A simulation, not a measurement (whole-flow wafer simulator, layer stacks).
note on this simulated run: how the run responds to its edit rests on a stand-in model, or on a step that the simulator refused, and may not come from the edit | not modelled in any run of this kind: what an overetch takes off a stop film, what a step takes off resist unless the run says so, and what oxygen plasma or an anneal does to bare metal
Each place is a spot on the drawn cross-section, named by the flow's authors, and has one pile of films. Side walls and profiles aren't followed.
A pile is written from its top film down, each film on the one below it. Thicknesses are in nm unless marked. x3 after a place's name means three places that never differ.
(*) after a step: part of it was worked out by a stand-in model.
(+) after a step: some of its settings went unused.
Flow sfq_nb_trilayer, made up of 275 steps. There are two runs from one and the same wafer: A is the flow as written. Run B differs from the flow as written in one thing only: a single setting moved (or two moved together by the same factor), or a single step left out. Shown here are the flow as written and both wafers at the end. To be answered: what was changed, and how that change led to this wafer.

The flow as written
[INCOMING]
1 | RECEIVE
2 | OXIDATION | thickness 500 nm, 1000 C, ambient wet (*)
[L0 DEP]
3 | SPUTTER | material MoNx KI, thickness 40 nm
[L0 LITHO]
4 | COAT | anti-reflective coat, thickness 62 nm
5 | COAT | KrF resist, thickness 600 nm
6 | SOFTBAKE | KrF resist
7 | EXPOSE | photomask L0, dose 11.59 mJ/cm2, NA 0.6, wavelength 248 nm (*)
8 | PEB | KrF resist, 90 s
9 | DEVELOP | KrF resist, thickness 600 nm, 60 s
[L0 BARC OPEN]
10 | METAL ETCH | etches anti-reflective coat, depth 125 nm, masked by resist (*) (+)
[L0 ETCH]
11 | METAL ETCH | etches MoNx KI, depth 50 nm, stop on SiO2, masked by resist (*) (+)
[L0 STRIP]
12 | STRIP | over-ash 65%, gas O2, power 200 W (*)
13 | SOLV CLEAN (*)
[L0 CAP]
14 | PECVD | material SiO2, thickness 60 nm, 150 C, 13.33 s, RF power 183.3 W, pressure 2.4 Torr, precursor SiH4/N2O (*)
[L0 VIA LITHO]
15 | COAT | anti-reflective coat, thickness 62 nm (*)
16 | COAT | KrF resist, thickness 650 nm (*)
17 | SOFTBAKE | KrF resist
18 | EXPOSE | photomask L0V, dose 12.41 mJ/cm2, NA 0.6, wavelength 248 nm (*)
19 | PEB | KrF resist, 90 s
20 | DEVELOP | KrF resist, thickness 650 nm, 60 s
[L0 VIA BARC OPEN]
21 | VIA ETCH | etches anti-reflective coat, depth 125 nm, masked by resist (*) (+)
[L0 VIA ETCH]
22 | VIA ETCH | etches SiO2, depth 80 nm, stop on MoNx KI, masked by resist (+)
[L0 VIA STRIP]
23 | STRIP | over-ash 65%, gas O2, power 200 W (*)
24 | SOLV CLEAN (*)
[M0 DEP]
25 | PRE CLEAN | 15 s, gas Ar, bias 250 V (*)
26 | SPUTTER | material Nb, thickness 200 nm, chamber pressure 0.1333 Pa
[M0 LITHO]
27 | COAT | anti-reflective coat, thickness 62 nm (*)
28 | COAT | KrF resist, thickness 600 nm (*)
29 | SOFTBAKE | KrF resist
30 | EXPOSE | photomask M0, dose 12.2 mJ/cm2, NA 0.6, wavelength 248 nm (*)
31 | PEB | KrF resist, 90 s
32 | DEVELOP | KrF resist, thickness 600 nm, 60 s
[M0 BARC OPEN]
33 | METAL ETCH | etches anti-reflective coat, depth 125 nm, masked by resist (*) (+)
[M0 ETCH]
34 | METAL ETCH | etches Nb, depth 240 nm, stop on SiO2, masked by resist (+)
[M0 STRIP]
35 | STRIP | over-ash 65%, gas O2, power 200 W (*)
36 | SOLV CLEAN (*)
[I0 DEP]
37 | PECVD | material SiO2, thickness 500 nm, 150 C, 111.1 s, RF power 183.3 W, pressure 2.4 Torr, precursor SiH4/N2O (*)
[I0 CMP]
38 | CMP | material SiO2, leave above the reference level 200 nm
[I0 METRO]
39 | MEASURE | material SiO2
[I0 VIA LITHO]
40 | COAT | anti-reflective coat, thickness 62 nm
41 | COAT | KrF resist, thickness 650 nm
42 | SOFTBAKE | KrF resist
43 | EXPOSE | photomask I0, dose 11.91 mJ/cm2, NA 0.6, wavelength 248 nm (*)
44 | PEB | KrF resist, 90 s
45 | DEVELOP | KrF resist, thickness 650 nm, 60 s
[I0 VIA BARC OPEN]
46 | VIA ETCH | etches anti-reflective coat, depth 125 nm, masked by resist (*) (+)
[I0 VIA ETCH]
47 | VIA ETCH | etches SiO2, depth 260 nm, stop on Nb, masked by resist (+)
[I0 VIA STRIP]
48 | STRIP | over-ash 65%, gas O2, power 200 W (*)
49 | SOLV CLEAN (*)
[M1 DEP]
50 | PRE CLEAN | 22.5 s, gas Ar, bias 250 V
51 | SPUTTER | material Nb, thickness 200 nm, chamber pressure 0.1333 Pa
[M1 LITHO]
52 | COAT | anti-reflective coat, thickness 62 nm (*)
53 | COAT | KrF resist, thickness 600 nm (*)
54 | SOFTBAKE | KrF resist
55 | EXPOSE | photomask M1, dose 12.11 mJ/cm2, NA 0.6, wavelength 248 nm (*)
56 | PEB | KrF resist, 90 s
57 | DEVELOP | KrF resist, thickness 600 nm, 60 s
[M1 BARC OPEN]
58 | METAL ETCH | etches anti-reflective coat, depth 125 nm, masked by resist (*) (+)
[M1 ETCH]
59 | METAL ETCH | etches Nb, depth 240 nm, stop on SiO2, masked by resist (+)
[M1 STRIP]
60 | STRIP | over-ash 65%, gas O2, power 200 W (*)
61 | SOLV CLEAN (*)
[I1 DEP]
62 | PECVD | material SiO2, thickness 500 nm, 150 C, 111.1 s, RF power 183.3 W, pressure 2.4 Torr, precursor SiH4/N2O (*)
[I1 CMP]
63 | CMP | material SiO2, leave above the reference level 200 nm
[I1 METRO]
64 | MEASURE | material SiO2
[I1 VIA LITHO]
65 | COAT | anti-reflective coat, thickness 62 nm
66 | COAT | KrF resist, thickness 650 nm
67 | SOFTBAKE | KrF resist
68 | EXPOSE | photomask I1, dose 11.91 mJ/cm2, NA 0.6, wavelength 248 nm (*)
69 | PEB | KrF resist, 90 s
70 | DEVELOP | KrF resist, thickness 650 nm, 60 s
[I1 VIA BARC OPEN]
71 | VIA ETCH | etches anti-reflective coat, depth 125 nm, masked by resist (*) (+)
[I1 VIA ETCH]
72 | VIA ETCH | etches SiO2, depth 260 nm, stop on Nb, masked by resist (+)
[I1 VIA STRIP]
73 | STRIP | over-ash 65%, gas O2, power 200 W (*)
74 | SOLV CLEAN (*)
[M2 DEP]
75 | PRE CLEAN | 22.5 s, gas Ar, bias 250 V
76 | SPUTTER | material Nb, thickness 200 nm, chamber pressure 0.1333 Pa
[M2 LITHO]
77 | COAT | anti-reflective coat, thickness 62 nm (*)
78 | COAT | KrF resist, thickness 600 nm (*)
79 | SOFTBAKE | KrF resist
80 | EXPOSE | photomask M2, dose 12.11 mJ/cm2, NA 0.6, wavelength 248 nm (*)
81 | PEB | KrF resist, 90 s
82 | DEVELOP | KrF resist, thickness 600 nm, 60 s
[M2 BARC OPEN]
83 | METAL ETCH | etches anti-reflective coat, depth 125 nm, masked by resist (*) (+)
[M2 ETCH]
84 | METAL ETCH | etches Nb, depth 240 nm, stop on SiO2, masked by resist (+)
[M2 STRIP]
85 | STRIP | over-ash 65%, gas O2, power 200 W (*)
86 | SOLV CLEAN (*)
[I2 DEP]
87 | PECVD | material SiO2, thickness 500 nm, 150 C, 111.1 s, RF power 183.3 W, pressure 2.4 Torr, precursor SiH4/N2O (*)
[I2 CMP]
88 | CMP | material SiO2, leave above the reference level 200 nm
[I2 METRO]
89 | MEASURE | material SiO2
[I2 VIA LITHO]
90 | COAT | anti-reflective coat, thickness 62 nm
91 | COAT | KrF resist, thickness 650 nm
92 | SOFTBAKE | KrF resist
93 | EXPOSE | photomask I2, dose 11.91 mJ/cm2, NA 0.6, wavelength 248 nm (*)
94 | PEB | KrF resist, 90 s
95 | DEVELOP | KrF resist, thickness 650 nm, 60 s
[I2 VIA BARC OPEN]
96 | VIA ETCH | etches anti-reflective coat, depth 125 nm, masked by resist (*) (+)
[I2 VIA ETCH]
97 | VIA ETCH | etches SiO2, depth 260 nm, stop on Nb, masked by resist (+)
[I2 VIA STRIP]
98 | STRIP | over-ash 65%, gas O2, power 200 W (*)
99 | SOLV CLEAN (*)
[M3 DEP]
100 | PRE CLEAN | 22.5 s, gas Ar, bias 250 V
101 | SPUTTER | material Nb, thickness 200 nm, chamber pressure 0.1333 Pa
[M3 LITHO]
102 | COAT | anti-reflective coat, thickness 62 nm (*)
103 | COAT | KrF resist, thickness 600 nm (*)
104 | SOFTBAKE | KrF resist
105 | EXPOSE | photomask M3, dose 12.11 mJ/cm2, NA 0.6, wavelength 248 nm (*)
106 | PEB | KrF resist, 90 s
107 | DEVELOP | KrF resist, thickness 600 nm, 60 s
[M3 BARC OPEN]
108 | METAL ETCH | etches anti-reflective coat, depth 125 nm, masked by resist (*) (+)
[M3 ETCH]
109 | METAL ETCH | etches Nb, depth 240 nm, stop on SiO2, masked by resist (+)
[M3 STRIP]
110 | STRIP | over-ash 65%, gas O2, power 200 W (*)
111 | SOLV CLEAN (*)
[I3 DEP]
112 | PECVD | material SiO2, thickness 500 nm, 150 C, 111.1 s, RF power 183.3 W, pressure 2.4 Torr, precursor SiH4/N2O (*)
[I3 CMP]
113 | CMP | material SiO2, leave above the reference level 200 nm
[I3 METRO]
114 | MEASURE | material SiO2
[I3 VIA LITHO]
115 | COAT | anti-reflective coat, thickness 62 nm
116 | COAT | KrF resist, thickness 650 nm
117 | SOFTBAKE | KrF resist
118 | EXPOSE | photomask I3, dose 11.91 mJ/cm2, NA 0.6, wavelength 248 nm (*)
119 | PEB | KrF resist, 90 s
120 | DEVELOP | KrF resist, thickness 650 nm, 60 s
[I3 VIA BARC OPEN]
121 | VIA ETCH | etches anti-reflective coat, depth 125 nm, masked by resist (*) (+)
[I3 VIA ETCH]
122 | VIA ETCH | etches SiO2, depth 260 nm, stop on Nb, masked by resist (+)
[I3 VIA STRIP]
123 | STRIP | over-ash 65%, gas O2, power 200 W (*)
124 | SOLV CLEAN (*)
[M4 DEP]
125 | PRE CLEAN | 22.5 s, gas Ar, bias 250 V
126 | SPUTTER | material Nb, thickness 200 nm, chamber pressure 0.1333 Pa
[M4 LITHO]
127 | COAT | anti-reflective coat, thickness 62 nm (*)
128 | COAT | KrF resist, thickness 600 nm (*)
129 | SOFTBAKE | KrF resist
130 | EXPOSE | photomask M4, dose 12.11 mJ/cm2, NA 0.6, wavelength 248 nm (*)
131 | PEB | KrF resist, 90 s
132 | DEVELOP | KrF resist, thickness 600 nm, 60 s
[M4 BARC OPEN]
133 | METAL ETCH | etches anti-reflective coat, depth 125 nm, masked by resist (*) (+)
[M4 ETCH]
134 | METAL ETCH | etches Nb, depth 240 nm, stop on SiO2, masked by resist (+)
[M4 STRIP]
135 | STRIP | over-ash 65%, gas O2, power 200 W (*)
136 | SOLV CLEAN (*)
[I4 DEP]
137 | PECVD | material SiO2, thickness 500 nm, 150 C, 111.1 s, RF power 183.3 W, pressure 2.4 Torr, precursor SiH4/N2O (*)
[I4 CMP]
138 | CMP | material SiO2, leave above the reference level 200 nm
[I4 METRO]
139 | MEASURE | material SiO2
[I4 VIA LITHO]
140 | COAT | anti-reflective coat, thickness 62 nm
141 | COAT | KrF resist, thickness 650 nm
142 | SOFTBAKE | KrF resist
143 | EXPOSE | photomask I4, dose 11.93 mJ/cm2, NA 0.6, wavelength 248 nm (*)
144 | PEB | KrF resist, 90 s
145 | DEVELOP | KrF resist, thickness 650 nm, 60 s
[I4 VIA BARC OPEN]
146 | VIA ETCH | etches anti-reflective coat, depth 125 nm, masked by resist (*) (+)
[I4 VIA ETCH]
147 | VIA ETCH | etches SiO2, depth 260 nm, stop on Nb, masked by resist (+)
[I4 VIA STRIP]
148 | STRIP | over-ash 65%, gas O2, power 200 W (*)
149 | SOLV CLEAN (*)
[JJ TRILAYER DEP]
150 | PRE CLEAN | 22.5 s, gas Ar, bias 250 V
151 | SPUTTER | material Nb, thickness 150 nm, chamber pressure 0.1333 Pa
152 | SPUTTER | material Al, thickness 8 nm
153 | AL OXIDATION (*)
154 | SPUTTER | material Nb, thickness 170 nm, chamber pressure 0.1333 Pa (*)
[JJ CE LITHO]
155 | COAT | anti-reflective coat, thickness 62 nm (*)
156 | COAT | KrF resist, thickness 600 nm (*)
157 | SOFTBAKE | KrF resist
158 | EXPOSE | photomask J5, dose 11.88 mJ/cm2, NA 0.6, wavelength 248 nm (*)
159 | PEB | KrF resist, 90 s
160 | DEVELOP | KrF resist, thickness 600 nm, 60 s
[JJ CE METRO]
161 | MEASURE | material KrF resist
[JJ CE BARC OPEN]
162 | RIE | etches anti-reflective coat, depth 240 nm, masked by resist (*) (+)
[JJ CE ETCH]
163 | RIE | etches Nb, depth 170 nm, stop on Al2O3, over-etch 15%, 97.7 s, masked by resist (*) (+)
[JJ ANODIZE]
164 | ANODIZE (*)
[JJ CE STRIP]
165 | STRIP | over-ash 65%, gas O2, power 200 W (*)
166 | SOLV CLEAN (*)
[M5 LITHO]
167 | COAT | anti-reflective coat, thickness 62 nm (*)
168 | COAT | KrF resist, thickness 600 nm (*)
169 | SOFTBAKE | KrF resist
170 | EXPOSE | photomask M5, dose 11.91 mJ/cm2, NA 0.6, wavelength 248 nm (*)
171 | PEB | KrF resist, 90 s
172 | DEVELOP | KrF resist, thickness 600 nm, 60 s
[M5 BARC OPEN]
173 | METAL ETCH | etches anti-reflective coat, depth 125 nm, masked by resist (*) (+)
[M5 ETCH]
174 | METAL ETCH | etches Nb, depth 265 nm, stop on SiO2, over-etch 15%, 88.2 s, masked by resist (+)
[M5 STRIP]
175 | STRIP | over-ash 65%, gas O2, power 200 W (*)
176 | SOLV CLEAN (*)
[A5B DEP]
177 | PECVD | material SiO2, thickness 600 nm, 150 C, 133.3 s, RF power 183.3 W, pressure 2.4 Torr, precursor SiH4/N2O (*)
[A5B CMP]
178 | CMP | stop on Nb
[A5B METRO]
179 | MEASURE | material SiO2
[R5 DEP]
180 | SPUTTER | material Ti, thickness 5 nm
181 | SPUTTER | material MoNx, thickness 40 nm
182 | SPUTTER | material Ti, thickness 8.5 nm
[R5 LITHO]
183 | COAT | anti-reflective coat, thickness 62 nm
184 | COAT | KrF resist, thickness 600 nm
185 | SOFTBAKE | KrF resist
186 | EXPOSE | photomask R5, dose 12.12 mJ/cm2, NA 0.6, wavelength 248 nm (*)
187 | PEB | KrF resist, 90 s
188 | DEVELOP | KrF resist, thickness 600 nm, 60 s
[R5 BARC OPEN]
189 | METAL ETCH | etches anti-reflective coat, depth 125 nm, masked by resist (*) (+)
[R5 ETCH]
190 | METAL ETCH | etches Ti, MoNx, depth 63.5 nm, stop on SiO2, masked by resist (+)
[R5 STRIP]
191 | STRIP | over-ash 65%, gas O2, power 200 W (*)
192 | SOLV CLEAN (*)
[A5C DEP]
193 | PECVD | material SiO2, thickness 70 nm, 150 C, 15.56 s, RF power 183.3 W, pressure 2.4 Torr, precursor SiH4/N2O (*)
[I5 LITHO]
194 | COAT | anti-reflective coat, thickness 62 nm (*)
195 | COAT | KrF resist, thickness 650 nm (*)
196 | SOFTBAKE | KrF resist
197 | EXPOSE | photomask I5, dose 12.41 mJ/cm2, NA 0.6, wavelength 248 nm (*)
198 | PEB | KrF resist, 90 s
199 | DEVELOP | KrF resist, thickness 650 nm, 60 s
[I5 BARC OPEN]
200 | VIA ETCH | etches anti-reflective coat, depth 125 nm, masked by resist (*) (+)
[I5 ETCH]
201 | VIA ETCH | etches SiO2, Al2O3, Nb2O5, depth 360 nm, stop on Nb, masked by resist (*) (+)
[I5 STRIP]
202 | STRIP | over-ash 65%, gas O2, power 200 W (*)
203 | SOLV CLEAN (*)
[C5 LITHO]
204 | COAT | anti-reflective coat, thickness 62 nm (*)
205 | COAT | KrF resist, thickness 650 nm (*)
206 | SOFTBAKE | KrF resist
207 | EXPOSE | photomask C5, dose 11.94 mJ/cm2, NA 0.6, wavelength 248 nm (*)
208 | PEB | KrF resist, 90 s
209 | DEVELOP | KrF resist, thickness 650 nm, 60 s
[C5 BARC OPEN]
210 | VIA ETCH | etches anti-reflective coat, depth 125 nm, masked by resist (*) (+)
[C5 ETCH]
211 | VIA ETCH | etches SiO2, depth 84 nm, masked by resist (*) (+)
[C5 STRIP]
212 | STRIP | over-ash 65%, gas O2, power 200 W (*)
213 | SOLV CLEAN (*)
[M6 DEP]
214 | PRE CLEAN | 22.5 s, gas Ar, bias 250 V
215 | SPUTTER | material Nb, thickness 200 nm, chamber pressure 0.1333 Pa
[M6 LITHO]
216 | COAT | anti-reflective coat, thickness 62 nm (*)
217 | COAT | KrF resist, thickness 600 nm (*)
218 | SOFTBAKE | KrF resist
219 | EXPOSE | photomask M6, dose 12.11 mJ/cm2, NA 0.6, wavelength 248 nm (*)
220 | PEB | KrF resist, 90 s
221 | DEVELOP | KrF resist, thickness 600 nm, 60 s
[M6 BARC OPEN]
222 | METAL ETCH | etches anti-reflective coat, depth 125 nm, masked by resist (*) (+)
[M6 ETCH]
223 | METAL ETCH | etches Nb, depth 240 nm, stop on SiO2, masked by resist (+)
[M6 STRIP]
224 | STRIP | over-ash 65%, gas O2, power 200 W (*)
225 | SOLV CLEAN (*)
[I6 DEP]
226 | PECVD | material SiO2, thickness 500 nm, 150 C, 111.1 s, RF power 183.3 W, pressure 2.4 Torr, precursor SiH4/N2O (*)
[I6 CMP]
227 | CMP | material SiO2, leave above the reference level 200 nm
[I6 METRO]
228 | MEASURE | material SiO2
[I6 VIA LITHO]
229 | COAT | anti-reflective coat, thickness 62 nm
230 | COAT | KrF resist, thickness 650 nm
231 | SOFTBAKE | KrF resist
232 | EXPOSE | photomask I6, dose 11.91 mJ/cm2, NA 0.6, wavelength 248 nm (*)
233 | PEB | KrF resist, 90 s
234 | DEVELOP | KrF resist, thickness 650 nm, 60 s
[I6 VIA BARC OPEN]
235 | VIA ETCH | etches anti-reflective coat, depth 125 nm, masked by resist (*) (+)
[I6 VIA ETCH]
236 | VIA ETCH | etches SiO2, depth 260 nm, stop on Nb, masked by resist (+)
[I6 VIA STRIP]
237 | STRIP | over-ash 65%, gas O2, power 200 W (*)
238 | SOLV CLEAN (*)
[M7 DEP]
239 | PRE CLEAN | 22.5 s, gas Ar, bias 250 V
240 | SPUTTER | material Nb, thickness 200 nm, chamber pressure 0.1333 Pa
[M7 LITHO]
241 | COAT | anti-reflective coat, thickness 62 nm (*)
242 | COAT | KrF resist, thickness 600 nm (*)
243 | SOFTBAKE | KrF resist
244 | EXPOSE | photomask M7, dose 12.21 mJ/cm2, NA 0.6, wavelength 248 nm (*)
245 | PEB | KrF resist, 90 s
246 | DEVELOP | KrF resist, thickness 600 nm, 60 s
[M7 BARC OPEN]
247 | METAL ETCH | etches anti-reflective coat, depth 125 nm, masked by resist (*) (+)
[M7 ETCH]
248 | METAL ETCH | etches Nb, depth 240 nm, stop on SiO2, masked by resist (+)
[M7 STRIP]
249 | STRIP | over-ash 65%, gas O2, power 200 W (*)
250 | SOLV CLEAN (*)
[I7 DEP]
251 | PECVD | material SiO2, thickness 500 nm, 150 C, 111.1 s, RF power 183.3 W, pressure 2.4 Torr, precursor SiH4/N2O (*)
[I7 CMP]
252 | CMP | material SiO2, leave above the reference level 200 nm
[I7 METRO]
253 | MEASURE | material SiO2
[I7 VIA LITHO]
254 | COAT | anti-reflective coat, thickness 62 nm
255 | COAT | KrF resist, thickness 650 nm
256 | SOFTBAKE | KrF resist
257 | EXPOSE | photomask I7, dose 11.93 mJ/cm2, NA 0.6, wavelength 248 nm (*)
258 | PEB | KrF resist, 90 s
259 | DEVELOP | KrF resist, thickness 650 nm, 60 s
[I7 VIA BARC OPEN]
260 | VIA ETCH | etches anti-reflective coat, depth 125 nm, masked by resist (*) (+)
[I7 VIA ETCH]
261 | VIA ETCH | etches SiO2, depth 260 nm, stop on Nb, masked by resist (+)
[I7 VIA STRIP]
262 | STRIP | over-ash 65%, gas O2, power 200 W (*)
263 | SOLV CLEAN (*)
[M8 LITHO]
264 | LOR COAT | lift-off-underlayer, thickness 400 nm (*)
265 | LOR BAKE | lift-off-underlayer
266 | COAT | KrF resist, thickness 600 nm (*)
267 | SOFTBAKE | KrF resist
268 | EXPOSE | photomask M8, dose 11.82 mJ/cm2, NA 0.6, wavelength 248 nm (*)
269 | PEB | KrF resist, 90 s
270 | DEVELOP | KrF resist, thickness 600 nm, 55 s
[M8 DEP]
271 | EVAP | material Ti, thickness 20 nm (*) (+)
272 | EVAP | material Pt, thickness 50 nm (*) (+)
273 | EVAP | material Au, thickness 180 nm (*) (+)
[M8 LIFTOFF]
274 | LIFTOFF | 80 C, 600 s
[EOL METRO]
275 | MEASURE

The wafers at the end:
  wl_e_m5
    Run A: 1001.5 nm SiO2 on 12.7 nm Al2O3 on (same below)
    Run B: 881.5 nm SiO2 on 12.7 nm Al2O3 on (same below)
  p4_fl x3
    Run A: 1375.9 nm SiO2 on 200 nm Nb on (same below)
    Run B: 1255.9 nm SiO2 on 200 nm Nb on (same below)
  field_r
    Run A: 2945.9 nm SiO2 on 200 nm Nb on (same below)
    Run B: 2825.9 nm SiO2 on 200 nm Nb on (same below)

Cause: step 215, SPUTTER: thickness 80 nm was run, though the flow has thickness 200 nm.

How this came from the change, step by step:
  215 | SPUTTER | material Nb, thickness 200 nm, chamber pressure 0.1333 Pa
      field_l, v_sur, via_wl and 100 more: A +200 Nb (new film) | B +80 Nb (new film)
      be: A +147.3 Nb | B +59.4 Nb
      (and at 2 other places as well)
  216 | COAT | anti-reflective coat, thickness 62 nm (*)
      be: A +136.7 anti-reflective coat (new film) | B +127 anti-reflective coat (new film)
      be_sur: A +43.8 anti-reflective coat (new film) | B +42.2 anti-reflective coat (new film)
      (and at 2 other places as well)
  217 | COAT | KrF resist, thickness 600 nm (*)
      be: A +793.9 KrF resist (new film) | B +776.6 KrF resist (new film)
  223 | METAL ETCH | etches Nb, depth 240 nm, stop on SiO2, masked by resist (+)
      field_l, gap, moat and 76 more: A -200 Nb (all of it) | B -80 Nb (all of it)
      v_sur, via_wl, via_w and 24 more: A -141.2 KrF resist | B -70.6 KrF resist
  224 | STRIP | over-ash 65%, gas O2, power 200 W (*)
      wl_j_sl, wl_j_sr: A -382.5 KrF resist (all of it), -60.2 anti-reflective coat (all of it) | B -453.1 KrF resist (all of it), -60.2 anti-reflective coat (all of it)
      wl_c_m6, wl_f_m6: A -382.3 KrF resist (all of it), -62 anti-reflective coat (all of it) | B -452.9 KrF resist (all of it), -62 anti-reflective coat (all of it)
      (and at 23 other places as well)
  226 | PECVD | material SiO2, thickness 500 nm, 150 C, 111.1 s, RF power 183.3 W, pressure 2.4 Torr, precursor SiH4/N2O (*)
      gap, wl_a_sl, m6r_space_l x2: A +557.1 SiO2 | B +500 SiO2
      be: A +693.5 SiO2 (new film) | B +647.5 SiO2 (new film)
  227 | CMP | material SiO2, leave above the reference level 200 nm
      field_l, p4_fl x3, p4_w1 x9 and 49 more: A -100 SiO2 | B -220 SiO2
      moat, field_r, lsp_l, ln_m5, lsp_m: A -93.6 SiO2 | B -220 SiO2
      (and at 13 other places as well)
